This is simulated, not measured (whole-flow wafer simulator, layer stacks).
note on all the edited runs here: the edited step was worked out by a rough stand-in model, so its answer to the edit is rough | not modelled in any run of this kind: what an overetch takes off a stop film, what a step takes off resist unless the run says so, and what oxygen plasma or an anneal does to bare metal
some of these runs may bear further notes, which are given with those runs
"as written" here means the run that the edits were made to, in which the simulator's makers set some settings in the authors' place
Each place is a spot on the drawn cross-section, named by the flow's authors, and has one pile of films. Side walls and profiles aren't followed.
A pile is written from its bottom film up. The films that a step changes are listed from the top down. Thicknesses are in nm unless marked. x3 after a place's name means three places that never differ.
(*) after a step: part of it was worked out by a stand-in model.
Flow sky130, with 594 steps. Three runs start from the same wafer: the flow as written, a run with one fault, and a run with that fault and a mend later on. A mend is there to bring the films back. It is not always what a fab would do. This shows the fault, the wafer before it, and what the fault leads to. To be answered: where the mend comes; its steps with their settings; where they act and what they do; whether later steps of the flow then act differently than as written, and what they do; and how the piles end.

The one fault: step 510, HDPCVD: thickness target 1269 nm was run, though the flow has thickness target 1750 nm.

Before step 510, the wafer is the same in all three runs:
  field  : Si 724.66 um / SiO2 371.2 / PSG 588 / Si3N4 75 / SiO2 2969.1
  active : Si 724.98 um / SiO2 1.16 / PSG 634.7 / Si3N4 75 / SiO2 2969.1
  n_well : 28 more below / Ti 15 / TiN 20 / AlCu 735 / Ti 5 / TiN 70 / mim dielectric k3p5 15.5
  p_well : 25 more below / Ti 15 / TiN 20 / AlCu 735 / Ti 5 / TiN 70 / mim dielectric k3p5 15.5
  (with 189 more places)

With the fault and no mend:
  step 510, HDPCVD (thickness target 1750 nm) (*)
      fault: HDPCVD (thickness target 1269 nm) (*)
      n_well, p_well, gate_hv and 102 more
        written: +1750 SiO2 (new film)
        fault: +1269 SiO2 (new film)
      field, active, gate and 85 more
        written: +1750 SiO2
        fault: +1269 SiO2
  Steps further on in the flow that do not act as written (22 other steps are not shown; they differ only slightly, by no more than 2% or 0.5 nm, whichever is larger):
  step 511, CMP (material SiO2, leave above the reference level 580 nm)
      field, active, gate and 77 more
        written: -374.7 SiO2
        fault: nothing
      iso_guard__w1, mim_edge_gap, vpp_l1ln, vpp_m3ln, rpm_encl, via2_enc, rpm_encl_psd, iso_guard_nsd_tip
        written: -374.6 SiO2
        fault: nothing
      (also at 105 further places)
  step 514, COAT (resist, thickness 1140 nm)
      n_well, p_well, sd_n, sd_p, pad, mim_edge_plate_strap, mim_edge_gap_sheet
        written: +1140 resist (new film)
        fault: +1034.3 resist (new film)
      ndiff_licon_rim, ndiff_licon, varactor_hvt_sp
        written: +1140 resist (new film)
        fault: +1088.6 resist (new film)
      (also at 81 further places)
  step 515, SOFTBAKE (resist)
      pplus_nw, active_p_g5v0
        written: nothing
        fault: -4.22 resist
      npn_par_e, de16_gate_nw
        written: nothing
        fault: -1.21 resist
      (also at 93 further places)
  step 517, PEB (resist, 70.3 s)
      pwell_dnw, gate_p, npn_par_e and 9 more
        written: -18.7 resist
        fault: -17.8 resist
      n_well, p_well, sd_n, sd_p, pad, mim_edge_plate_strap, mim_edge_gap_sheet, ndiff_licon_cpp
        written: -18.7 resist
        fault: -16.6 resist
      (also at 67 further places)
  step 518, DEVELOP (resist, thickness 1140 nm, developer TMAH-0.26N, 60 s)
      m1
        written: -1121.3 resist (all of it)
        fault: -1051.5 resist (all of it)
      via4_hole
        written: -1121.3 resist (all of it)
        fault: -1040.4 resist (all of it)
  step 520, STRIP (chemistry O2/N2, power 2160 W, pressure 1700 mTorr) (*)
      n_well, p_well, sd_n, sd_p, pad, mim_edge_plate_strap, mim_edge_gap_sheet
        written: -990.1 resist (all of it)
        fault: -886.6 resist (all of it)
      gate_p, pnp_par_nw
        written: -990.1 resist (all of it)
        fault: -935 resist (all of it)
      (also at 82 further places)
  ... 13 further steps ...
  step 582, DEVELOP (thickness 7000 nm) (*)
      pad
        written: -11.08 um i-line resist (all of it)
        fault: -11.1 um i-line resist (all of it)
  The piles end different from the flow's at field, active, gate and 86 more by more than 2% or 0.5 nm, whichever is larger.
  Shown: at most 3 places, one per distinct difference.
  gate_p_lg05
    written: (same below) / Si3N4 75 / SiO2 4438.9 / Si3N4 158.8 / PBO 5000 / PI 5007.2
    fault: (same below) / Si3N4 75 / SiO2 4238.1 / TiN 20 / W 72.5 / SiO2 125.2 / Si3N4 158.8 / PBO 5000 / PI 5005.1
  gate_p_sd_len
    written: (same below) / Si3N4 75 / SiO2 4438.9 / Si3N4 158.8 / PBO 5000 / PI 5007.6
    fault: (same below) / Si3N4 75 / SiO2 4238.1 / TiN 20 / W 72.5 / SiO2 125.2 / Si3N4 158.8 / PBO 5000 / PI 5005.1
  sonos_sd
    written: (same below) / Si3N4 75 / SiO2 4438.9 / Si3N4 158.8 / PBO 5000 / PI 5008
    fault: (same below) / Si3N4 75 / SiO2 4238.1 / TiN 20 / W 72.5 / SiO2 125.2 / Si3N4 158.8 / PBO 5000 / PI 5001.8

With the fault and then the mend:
  After step 510 comes the mend.
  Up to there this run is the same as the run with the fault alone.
  step 510a, HDPCVD (thickness target 481 nm) (*) (the flow's step 510 again, with other settings)
      field, active, n_well and 190 more
        +481 SiO2
  Later steps of the flow that are run all act as written at every place that is followed.
  At every place that both follow, the piles at the end match the flow's.
